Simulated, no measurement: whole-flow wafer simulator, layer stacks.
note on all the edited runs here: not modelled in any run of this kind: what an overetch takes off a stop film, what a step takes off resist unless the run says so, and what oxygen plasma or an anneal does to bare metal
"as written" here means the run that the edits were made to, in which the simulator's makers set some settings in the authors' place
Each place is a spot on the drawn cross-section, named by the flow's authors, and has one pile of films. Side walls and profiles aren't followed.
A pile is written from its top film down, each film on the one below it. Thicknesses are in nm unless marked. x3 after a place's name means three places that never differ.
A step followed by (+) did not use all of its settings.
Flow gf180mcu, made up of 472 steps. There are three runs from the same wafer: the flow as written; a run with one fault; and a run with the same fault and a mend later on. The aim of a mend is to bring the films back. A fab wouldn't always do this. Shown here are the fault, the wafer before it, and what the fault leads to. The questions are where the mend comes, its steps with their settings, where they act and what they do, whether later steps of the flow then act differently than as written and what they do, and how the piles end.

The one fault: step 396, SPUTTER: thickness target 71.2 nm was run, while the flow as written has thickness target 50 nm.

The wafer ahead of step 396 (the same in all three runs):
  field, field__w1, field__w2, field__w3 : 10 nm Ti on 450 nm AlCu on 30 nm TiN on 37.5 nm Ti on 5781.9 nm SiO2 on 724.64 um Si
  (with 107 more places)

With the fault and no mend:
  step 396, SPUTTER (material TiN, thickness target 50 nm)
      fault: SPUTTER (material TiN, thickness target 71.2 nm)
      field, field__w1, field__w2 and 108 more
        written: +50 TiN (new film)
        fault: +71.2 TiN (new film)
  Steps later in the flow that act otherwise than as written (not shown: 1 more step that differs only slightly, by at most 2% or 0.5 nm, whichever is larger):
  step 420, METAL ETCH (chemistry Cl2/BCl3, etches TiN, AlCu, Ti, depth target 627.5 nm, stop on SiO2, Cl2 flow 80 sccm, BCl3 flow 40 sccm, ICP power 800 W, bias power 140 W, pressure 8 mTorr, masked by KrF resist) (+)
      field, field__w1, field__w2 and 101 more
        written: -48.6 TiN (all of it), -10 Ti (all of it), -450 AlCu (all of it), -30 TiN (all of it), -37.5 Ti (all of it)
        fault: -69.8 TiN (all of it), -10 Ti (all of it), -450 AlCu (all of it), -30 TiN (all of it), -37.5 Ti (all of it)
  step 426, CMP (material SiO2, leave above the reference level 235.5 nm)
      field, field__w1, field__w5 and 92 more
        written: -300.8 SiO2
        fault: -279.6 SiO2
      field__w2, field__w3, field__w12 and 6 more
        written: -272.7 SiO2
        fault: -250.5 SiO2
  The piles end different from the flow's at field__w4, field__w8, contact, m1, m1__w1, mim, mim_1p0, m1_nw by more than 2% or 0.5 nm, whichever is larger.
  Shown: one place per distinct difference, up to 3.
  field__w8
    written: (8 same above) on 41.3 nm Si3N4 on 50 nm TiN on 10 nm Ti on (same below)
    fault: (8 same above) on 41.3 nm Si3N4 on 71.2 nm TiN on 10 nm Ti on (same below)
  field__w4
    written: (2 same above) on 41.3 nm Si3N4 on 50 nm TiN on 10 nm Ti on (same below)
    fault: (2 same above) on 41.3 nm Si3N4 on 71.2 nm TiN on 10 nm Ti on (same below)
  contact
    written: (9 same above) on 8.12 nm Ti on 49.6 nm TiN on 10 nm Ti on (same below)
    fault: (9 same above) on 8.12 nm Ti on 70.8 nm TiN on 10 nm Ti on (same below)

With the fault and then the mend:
  After step 396 comes the mend.
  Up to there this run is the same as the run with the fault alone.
  step 396a, METAL ETCH (chemistry Cl2/BCl3, etches TiN, AlCu, Ti, depth target 21.2 nm, Cl2 flow 80 sccm, BCl3 flow 40 sccm, ICP power 800 W, bias power 140 W, pressure 8 mTorr) (the flow's step 260, run once more with other settings)
      field, field__w1, field__w2 and 108 more
        -21.2 TiN
  Later steps of the flow that are run all act as written at every place that is followed.
  The piles end the same as the flow's at every place that both follow.
